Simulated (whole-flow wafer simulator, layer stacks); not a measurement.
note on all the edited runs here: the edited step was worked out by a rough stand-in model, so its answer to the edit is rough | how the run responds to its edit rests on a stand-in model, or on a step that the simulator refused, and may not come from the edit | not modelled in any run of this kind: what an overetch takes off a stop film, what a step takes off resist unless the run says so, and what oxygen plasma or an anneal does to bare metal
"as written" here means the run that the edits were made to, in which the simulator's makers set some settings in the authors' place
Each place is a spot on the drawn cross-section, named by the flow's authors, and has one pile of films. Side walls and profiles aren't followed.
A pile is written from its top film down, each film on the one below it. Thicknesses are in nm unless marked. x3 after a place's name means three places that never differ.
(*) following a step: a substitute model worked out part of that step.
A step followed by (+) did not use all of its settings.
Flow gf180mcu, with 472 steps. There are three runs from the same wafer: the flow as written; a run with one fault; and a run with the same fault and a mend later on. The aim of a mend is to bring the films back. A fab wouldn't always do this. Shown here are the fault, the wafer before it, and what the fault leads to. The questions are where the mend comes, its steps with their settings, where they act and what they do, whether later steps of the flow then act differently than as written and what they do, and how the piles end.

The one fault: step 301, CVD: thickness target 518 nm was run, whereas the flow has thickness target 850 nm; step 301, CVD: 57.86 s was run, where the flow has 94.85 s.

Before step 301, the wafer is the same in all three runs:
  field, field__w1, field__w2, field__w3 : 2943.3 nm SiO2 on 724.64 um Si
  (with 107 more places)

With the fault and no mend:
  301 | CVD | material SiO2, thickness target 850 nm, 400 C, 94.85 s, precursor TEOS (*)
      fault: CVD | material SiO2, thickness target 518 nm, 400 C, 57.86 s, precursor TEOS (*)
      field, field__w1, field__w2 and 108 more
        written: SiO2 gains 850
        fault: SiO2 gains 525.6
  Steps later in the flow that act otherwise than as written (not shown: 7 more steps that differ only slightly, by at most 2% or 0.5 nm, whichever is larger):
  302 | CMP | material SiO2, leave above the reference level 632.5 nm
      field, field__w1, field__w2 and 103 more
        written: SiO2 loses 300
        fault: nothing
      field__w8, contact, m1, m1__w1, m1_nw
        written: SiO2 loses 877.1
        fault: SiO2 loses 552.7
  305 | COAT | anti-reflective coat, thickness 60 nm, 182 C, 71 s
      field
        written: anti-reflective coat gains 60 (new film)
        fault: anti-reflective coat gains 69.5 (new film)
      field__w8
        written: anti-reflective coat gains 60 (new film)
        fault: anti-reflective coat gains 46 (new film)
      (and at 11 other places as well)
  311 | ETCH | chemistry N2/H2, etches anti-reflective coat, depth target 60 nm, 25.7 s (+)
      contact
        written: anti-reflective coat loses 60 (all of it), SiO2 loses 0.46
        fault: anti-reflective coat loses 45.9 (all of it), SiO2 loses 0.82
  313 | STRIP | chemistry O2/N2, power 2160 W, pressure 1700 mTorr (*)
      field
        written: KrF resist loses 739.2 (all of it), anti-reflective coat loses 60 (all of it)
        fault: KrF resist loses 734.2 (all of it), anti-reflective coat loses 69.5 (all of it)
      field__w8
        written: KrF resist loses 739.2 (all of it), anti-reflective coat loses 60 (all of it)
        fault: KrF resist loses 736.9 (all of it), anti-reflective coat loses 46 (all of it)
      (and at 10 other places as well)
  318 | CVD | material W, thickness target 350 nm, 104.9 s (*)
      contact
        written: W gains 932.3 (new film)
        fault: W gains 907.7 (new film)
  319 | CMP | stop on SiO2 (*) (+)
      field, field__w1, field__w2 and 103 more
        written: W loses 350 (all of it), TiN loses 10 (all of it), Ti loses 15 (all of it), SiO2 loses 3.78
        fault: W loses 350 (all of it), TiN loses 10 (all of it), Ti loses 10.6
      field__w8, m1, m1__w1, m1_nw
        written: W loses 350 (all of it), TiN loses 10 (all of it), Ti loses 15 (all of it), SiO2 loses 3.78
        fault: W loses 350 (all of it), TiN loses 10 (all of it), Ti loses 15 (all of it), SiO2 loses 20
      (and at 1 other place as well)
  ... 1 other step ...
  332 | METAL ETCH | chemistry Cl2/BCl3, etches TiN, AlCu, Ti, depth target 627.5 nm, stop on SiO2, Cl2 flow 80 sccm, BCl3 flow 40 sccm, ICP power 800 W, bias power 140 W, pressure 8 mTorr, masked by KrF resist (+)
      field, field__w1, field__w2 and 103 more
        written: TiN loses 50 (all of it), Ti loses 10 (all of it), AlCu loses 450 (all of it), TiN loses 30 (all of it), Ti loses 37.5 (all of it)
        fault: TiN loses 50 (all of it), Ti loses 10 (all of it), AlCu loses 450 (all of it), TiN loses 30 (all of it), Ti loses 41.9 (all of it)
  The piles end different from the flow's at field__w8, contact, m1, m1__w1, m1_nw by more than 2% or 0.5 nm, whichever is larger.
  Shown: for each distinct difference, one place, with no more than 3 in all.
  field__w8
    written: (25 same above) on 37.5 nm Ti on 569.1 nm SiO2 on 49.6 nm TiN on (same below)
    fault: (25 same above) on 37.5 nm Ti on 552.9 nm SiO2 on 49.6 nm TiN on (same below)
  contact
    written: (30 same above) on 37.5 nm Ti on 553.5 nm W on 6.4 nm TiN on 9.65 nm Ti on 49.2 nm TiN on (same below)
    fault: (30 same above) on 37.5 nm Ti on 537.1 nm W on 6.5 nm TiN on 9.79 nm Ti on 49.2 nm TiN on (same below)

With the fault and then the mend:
  The mend follows step 301.
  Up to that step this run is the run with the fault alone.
  301a | CVD | material SiO2, thickness target 332 nm, 400 C, 37.05 s, precursor TEOS (*) (a further turn of the flow's step 301, with different settings)
      field, field__w1, field__w2 and 108 more
        SiO2 gains 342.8
  Steps later in the flow that act otherwise than as written:
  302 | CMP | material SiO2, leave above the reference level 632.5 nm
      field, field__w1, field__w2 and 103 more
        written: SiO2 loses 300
        mend: SiO2 loses 318.4
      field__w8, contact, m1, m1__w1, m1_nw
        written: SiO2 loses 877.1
        mend: SiO2 loses 895.5
  The piles end the same as the flow's at every place that both follow.
